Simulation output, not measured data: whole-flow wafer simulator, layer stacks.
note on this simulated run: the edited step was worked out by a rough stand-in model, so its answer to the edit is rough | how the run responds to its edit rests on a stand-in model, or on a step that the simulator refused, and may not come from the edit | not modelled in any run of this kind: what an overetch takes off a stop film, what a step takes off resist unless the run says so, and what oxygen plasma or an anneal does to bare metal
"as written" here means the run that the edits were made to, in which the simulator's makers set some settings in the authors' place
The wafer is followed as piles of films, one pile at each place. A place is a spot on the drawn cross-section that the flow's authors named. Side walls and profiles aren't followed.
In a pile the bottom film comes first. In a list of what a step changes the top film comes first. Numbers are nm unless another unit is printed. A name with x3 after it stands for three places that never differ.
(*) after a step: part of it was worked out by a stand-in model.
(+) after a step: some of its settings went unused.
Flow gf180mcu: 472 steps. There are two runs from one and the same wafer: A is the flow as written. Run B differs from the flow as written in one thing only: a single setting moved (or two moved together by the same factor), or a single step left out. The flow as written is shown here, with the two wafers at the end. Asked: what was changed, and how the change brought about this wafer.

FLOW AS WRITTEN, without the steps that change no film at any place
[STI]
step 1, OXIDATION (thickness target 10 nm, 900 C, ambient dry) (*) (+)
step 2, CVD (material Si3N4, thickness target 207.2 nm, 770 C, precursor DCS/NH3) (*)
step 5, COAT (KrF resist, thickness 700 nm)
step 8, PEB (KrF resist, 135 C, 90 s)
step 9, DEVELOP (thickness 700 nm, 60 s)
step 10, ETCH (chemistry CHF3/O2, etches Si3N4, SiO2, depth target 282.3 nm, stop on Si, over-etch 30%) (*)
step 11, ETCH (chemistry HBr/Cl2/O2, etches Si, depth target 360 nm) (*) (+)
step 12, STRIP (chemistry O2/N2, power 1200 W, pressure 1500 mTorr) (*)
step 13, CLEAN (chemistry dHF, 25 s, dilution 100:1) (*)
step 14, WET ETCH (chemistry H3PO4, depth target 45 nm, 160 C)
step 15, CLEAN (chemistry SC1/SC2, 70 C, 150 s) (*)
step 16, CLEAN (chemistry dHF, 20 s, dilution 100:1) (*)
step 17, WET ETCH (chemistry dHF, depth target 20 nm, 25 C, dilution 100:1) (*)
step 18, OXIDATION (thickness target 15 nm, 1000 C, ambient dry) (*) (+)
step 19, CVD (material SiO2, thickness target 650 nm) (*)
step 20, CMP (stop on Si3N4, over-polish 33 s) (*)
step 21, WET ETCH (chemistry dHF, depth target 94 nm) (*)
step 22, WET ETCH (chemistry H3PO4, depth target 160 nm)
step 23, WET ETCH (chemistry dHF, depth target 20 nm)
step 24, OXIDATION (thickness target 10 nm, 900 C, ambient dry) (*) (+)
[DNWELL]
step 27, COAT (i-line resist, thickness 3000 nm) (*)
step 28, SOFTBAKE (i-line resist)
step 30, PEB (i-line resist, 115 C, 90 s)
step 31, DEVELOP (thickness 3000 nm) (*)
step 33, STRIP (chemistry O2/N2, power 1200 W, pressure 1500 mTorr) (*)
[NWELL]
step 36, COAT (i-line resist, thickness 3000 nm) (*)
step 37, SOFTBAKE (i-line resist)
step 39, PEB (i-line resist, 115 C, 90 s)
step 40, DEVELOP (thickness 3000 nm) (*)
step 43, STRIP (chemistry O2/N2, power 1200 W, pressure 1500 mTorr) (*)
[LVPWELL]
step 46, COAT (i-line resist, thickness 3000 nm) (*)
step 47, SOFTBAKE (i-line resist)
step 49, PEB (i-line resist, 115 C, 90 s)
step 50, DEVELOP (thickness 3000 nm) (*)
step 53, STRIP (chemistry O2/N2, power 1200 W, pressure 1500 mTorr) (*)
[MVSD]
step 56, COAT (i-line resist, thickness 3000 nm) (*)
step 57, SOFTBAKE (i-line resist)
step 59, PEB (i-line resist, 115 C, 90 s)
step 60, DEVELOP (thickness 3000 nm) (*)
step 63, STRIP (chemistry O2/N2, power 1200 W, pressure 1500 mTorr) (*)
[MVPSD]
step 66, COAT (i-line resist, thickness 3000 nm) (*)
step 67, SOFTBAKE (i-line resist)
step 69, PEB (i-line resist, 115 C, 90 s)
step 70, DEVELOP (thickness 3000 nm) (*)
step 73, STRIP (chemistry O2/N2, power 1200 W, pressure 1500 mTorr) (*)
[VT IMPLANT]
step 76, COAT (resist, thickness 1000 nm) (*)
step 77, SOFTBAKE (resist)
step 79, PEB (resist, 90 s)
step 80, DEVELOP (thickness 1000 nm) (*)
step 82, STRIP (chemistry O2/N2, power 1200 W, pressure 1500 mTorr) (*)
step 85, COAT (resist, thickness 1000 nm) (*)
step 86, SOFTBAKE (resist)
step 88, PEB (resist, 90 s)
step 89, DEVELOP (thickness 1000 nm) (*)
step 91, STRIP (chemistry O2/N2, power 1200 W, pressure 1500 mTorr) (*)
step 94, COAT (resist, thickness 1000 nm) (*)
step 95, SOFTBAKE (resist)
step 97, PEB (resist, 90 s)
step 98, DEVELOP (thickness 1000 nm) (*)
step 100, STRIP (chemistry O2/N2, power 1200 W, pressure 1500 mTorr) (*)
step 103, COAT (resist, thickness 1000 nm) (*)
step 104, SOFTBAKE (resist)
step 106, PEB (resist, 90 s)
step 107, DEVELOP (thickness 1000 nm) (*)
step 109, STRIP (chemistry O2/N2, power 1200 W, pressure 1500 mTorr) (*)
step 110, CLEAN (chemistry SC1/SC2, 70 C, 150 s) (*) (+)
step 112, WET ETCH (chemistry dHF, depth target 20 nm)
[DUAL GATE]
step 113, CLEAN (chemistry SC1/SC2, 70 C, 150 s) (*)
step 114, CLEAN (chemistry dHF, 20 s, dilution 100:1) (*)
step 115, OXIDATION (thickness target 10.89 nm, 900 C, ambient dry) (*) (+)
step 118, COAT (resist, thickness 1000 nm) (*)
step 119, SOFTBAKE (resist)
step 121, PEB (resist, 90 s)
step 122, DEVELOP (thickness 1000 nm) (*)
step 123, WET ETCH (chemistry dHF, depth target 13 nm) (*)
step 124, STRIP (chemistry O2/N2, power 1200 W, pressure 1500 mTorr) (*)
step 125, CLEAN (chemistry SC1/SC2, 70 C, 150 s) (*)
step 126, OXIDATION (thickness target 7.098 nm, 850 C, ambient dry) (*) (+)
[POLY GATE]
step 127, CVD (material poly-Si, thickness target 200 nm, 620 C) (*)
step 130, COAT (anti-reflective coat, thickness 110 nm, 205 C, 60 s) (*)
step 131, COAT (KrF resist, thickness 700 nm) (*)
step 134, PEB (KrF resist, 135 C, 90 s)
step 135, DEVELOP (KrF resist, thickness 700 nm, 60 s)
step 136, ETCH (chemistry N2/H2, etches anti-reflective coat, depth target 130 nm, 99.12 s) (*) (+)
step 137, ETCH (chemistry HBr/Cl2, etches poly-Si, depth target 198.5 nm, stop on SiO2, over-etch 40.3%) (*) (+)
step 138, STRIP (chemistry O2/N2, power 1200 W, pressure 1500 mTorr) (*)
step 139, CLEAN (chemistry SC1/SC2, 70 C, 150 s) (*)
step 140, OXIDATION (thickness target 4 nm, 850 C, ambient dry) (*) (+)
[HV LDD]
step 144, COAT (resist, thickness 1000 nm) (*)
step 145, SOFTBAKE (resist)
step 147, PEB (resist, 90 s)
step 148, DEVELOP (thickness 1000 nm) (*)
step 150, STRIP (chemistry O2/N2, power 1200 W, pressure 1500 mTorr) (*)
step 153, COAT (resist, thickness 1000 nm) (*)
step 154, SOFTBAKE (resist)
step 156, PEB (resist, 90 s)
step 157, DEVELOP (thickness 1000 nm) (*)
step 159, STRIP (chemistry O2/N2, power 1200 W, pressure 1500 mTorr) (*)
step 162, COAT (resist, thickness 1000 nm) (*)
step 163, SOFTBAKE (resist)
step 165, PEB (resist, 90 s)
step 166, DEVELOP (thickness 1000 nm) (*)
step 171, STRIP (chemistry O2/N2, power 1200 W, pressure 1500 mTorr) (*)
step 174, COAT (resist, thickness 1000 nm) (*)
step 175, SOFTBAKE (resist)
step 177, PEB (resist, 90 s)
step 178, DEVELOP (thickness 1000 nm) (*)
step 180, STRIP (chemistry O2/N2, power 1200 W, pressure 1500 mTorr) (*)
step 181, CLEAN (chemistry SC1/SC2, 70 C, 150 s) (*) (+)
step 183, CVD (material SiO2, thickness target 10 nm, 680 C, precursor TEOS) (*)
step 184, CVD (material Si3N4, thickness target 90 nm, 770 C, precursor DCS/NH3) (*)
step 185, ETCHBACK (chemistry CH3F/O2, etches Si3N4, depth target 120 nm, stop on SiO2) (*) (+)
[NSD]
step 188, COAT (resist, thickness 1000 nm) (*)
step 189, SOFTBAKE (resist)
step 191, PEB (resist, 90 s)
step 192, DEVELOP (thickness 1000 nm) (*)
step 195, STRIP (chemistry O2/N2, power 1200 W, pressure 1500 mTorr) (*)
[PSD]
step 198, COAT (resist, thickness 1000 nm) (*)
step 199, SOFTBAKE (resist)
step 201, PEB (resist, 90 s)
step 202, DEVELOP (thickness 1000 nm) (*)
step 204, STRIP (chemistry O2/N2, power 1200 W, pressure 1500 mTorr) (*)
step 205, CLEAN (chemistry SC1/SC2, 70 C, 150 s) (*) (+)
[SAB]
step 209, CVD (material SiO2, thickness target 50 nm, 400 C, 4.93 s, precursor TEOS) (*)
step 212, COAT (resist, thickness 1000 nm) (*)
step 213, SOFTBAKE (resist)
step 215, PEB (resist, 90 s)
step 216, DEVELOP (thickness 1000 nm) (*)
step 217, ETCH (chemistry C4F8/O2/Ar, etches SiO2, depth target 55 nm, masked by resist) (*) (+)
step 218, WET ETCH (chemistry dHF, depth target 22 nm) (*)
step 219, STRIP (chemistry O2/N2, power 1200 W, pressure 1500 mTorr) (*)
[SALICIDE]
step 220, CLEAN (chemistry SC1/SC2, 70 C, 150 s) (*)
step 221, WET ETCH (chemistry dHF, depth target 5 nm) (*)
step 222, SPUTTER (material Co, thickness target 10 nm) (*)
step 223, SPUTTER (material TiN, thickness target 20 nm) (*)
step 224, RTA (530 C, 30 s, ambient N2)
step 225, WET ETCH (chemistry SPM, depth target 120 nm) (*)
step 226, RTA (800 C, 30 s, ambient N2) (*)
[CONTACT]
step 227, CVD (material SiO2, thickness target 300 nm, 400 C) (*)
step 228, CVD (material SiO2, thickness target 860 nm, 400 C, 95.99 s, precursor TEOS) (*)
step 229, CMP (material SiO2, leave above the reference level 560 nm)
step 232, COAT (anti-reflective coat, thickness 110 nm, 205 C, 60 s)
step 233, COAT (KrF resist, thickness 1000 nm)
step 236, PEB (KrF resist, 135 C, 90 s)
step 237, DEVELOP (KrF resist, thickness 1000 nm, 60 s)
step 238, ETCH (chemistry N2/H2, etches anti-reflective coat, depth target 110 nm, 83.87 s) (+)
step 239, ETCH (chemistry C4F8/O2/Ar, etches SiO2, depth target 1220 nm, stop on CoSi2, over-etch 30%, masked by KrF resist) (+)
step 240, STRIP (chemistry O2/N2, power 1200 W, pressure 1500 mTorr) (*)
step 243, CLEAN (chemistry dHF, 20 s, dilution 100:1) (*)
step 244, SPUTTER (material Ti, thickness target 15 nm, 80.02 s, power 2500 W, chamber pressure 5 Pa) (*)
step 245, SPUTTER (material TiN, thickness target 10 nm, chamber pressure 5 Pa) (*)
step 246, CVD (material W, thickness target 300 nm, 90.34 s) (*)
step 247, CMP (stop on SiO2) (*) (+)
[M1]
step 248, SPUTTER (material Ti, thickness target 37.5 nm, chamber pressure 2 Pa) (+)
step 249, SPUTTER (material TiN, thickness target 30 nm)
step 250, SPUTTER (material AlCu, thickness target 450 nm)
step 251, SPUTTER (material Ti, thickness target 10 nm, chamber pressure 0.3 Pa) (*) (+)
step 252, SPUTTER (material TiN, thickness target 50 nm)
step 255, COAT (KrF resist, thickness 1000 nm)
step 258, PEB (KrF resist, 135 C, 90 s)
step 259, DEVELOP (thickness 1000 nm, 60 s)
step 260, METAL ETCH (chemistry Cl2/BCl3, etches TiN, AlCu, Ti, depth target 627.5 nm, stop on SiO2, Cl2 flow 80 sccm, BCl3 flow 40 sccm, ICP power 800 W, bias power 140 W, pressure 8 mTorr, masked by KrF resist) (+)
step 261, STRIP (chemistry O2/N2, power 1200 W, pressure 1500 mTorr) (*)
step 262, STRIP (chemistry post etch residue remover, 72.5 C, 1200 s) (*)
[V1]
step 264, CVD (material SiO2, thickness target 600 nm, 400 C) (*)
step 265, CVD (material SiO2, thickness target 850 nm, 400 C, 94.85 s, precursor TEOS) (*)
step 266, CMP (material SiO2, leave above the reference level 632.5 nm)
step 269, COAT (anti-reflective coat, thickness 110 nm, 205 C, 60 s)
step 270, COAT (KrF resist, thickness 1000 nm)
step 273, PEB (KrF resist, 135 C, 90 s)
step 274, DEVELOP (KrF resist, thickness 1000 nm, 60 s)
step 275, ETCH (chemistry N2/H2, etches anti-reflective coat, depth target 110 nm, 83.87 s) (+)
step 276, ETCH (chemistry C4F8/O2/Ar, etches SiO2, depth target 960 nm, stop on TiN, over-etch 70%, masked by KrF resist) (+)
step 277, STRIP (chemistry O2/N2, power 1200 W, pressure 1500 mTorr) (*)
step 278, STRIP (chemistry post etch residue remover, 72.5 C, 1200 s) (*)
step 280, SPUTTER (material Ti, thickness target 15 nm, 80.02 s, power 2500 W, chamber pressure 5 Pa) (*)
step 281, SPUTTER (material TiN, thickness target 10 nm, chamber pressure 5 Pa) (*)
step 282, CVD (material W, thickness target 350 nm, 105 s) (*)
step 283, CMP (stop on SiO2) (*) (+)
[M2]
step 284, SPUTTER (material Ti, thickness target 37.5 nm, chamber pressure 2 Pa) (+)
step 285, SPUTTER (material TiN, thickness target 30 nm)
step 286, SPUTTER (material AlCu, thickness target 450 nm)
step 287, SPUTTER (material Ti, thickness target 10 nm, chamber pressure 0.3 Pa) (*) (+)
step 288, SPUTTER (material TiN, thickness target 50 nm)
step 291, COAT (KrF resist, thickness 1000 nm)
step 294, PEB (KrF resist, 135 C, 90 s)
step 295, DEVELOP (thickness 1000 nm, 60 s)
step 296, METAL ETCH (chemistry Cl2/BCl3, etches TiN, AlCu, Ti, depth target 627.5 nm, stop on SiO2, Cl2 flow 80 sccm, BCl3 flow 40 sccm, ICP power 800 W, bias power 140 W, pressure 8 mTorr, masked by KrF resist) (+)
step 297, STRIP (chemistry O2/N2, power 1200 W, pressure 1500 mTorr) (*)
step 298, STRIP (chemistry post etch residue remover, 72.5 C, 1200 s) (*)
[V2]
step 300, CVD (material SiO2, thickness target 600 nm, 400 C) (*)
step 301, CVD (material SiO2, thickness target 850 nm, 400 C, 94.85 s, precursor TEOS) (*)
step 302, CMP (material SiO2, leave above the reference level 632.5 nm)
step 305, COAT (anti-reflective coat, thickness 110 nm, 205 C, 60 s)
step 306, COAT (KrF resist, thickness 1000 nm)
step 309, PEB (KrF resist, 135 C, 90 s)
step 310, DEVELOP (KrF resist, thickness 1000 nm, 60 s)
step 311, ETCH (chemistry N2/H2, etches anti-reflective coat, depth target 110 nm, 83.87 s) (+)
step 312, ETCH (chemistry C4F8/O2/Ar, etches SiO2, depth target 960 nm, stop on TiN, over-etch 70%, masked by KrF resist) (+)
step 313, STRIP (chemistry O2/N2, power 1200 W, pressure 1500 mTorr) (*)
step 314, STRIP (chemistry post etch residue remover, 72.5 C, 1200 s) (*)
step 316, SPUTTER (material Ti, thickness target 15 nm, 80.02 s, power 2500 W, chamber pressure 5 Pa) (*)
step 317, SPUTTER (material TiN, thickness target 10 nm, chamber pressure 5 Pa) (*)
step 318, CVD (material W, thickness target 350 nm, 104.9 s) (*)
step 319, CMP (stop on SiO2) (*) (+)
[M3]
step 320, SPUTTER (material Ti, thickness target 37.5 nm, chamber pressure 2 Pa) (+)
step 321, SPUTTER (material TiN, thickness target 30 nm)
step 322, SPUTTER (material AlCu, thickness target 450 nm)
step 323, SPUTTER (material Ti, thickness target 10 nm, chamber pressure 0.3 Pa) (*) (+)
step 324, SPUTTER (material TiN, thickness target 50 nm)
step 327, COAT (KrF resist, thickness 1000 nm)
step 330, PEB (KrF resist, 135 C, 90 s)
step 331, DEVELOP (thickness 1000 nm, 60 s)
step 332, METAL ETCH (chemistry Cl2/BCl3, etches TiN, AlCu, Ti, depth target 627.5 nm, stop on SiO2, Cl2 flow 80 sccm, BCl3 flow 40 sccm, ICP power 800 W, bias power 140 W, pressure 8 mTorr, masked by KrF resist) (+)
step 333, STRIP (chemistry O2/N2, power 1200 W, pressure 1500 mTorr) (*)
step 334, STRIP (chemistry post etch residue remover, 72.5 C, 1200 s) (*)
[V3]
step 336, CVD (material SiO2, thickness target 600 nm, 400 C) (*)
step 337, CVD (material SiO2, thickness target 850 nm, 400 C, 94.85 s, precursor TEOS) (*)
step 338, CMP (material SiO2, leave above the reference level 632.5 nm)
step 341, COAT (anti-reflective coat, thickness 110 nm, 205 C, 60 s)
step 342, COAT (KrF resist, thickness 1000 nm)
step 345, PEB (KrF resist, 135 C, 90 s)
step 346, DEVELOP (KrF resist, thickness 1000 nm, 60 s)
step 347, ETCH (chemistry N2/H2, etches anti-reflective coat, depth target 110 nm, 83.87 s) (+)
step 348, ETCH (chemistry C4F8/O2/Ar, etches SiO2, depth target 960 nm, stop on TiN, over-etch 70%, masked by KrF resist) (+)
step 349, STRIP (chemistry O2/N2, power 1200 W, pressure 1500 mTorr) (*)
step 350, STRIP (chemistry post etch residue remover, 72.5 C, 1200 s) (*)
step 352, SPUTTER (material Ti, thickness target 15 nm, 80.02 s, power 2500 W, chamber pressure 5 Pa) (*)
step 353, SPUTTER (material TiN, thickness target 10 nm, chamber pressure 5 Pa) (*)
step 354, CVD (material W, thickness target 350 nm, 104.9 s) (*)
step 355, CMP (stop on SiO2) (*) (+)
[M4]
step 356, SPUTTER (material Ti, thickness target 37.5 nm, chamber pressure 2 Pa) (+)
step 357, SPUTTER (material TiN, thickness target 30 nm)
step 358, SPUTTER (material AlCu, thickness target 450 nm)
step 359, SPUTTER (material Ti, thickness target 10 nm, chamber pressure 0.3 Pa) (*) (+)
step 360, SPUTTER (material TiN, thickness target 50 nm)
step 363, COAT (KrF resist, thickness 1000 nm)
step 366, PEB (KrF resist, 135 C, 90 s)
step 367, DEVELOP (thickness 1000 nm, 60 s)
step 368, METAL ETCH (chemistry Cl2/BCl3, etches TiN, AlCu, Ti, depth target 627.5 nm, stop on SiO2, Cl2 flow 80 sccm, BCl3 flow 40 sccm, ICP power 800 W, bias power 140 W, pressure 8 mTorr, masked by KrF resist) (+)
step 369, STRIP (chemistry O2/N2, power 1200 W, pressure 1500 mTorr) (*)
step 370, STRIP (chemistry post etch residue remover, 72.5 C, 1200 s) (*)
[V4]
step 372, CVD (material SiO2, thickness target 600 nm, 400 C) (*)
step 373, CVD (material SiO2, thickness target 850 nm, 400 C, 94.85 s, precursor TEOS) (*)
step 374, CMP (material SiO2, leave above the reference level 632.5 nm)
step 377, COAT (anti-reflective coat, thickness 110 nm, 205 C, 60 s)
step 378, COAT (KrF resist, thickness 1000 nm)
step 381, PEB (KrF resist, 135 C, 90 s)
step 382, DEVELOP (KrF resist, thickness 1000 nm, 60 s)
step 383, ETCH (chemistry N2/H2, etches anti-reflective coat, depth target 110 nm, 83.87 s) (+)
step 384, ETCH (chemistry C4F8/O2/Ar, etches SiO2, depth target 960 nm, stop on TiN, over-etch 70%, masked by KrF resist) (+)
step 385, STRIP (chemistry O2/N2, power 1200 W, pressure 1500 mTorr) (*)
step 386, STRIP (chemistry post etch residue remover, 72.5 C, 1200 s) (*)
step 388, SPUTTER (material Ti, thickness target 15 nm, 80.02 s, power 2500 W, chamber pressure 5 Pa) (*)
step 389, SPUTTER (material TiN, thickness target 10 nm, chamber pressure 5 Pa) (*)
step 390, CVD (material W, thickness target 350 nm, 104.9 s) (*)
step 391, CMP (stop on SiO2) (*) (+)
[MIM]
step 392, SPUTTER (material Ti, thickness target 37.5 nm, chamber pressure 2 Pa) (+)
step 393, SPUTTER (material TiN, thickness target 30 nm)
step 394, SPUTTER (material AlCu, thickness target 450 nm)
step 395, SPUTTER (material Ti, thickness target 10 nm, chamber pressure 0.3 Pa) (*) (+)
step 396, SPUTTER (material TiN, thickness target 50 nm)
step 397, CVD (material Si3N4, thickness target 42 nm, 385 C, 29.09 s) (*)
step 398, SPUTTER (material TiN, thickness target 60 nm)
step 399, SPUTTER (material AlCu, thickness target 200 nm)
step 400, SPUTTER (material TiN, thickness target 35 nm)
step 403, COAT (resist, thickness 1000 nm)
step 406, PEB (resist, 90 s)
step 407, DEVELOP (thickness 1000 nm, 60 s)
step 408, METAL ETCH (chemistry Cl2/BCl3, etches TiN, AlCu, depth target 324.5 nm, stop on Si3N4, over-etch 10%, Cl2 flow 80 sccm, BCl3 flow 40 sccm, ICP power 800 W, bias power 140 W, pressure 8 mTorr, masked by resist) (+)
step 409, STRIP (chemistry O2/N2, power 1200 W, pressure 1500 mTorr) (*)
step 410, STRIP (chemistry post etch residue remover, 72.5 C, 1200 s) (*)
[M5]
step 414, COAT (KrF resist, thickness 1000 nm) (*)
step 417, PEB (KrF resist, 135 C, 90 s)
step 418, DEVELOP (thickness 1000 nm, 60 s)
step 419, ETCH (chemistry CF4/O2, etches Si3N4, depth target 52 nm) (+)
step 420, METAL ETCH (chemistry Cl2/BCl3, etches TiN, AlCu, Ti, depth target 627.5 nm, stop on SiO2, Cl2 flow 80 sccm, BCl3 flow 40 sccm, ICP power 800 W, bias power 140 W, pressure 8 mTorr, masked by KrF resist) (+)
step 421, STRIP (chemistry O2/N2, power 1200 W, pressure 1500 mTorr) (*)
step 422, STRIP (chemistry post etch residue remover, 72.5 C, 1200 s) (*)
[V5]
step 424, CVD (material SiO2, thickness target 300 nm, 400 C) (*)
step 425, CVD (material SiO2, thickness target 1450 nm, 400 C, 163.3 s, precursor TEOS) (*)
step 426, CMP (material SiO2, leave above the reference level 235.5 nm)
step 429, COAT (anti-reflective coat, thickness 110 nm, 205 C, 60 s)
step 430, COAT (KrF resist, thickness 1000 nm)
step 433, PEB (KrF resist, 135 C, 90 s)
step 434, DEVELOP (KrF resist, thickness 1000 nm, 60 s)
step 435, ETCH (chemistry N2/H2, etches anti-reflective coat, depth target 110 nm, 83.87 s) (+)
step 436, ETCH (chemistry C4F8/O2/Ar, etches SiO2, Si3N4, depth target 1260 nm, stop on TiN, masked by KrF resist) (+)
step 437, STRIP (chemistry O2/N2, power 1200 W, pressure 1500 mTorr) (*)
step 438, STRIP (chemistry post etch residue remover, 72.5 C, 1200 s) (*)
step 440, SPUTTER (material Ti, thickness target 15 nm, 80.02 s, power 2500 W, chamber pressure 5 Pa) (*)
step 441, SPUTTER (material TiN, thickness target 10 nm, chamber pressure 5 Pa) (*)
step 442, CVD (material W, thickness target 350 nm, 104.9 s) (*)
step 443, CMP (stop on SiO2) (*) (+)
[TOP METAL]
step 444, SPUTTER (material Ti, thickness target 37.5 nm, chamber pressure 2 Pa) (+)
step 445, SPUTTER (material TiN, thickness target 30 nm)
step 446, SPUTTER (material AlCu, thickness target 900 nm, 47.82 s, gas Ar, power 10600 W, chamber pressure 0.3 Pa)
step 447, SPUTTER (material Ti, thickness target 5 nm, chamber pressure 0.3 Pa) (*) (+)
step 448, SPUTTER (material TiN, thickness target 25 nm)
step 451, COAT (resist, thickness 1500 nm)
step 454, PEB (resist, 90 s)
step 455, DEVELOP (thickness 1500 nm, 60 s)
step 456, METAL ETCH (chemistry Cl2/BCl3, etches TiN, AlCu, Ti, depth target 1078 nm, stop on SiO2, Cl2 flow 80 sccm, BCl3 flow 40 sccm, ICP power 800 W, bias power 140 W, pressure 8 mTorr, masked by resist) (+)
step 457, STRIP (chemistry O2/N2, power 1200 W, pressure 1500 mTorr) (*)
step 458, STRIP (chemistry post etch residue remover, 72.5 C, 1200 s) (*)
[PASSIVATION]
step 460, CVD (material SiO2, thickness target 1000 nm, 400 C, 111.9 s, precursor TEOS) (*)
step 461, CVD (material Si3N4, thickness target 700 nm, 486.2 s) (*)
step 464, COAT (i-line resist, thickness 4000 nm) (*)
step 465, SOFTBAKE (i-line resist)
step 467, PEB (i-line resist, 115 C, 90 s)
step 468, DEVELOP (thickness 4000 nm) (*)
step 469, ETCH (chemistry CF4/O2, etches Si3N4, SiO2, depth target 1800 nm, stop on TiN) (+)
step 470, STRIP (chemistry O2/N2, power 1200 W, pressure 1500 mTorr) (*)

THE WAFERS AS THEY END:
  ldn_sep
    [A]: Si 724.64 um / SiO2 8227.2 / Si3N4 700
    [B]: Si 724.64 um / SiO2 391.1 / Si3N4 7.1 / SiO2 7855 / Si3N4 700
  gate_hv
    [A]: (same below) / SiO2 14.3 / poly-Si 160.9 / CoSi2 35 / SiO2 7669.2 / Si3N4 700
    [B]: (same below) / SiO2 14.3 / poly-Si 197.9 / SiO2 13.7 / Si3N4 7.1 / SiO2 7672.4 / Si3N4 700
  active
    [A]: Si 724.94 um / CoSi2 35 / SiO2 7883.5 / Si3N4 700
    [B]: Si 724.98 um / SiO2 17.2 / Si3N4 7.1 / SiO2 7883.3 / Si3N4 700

The reason: step 185, ETCHBACK: depth target 78.74 nm was run, whereas the flow has depth target 120 nm.

How this came from the change, step by step:
  step 185, ETCHBACK (chemistry CH3F/O2, etches Si3N4, depth target 120 nm, stop on SiO2) (*) (+)
      field, field__w1, field__w2 and 100 more: A -90 Si3N4 (all of it), -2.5 SiO2 | B -78.7 Si3N4
  step 189, SOFTBAKE (resist)
      field__w9: A +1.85 resist | B -1.08 resist
      nw_enc_fld_lv: A +0.58 resist | B +1.62 resist
  step 199, SOFTBAKE (resist)
      field__w9: A +1.85 resist | B -1.08 resist
      nw_enc_fld_lv: A +0.58 resist | B +1.62 resist
  step 205, CLEAN (chemistry SC1/SC2, 70 C, 150 s) (*) (+)
      field, field__w1, field__w2 and 105 more: A -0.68 SiO2 | B -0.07 Si3N4
  step 209, CVD (material SiO2, thickness target 50 nm, 400 C, 4.93 s, precursor TEOS) (*)
      field, field__w7, field__w8 and 73 more: A +50 SiO2 | B +50 SiO2 (new film)
      field_sub__w1, field_sub__w3, field_sub__w4, field_sub__w5, ld_drift_n: A +48.9 SiO2 | B +48.8 SiO2 (new film)
      (and at 27 other places as well)
  step 217, ETCH (chemistry C4F8/O2/Ar, etches SiO2, depth target 55 nm, masked by resist) (*) (+)
      field, field__w7, field__w8 and 70 more: A -55 SiO2 | B -50 SiO2 (all of it), -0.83 Si3N4
      field_sub__w1, field_sub__w3, field_sub__w4, field_sub__w5, ld_drift_n: A -55 SiO2 | B -48.8 SiO2 (all of it), -1.03 Si3N4
      (and at 21 other places as well)
  step 218, WET ETCH (chemistry dHF, depth target 22 nm) (*)
      gate, gate_hv, gate_p and 23 more: A -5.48 SiO2 (all of it) | B -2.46 Si3N4
      field, field__w10, sti and 14 more: A -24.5 SiO2 | B -2.46 Si3N4
      (and at 56 other places as well)
  step 219, STRIP (chemistry O2/N2, power 1200 W, pressure 1500 mTorr) (*)
      gate, gate_hv, gate_p and 23 more: A +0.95 chemical SiO2 (new film), -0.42 poly-Si | B nothing
      active, p_well, sd_n and 20 more: A +0.95 chemical SiO2 (new film), -0.42 Si | B nothing
  step 220, CLEAN (chemistry SC1/SC2, 70 C, 150 s) (*)
      field, field__w1, field__w2 and 47 more: A -0.68 SiO2 | B -0.07 Si3N4
  step 221, WET ETCH (chemistry dHF, depth target 5 nm) (*)
      active, p_well, gate and 46 more: A -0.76 chemical SiO2 (all of it) | B -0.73 Si3N4
      field, field__w1, field__w2 and 23 more: A -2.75 SiO2 | B -0.73 Si3N4
      (and at 24 other places as well)
  step 224, RTA (530 C, 30 s, ambient N2)
      gate, gate_hv, gate_p and 22 more: A under 1 film: +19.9 CoSi (new film), -10 Co (all of it), -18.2 poly-Si | B nothing
      active, p_well, sd_n and 11 more: A under 1 film: +19.9 CoSi (new film), -10 Co (all of it), -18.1 Si | B nothing
      (and at 10 other places as well)
  step 225, WET ETCH (chemistry SPM, depth target 120 nm) (*)
      active, p_well, gate and 36 more: A -20 TiN (all of it) | B -20 TiN (all of it), -10 Co (all of it)
      sd_p: A -17.9 TiN (all of it) | B -18.3 TiN (all of it), -9.24 Co (all of it)
      (and at 9 other places as well)
  step 226, RTA (800 C, 30 s, ambient N2) (*)
      gate, gate_hv, gate_p and 22 more: A +35 CoSi2 (new film), -19.9 CoSi (all of it), -18.2 poly-Si | B nothing
      active, p_well, sd_n and 11 more: A +35 CoSi2 (new film), -19.9 CoSi (all of it), -18.1 Si | B nothing
      (and at 10 other places as well)
  step 227, CVD (material SiO2, thickness target 300 nm, 400 C) (*)
      field, field__w1, field__w2 and 47 more: A +300 SiO2 | B +300 SiO2 (new film)
  step 228, CVD (material SiO2, thickness target 860 nm, 400 C, 95.99 s, precursor TEOS) (*)
      ld_drift_p: A +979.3 SiO2 | B +958.6 SiO2
  step 229, CMP (material SiO2, leave above the reference level 560 nm)
      ldn_sep__w1, ldn_sep__w2, ldn_dft and 8 more: A -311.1 SiO2 | B -328.4 SiO2
      sti, mim_1p0, pad, dice_street, iso_nw_fld, iso_fld_sub: A -297 SiO2 | B -314.1 SiO2
      (and at 57 other places as well)
  ... another 4 steps ...
  step 471, ANNEAL (400 C, 1800 s, ambient N2/H2)
      polyc_n, polyc_p: A nothing | B under 9 films: +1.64 void (new film), -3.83 Ti, +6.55 TiSi first (new film), -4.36 poly-Si
      contact: A nothing | B under 49 films: +1.62 void (new film), -3.83 Ti, +6.55 TiSi first (new film), -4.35 Si
If metal films that touch count as one body, gate_hv has 0 bodies; the flow as written gives 1 body.
If metal films that touch count as one body, active has 0 bodies; the flow as written gives 1 body.
